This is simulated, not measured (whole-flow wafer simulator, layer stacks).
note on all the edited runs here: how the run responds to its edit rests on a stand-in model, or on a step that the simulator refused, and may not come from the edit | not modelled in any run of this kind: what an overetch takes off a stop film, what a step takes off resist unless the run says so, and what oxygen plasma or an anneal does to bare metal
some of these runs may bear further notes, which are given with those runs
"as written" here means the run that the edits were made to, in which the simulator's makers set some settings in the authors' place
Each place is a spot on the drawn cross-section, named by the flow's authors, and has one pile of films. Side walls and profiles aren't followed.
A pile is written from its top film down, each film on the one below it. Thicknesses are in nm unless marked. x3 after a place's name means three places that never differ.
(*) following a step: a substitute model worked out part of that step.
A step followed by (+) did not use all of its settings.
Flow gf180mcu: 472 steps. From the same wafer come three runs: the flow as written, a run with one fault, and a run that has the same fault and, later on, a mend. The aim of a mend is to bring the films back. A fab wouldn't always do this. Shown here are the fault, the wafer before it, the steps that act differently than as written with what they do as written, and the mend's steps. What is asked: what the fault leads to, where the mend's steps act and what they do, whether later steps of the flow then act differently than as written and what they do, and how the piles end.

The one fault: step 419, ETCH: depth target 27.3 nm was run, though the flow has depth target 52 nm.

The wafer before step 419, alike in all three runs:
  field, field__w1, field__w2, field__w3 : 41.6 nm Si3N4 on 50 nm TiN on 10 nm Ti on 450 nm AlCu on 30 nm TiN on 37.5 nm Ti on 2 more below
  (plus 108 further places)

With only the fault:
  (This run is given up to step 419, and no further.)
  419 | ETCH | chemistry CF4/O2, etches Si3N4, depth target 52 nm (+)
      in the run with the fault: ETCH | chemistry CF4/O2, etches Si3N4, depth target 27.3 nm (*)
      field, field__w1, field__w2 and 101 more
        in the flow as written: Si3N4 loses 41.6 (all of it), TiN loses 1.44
        in the run with the fault: Si3N4 loses 27.3
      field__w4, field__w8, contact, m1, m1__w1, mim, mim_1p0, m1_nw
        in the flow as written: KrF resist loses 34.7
        in the run with the fault: KrF resist loses 18.2
  Once step 419 is done, the piles at field, field__w1, field__w2 and 102 more depart from the flow's by more than 2% or 0.5 nm, whichever is larger.
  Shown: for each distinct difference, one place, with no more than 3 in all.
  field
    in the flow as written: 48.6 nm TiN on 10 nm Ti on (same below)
    in the run with the fault: 14.3 nm Si3N4 on 50 nm TiN on 10 nm Ti on (same below)
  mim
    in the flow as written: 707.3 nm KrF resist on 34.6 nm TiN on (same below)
    in the run with the fault: 723.8 nm KrF resist on 34.6 nm TiN on (same below)

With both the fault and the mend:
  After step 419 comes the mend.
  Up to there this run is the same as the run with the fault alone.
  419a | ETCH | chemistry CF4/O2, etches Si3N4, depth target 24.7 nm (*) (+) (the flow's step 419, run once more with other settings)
      field, field__w1, field__w2 and 101 more
        Si3N4 loses 14.3 (all of it), TiN loses 1
      field__w4, field__w8, contact, m1, m1__w1, mim, mim_1p0, m1_nw
        KrF resist loses 14.3
  Every later step of the flow that is run acts as written, at every place that is followed, to within 2% or 0.5 nm, whichever is larger.
  By the end, the piles equal the flow's at every place that both follow.
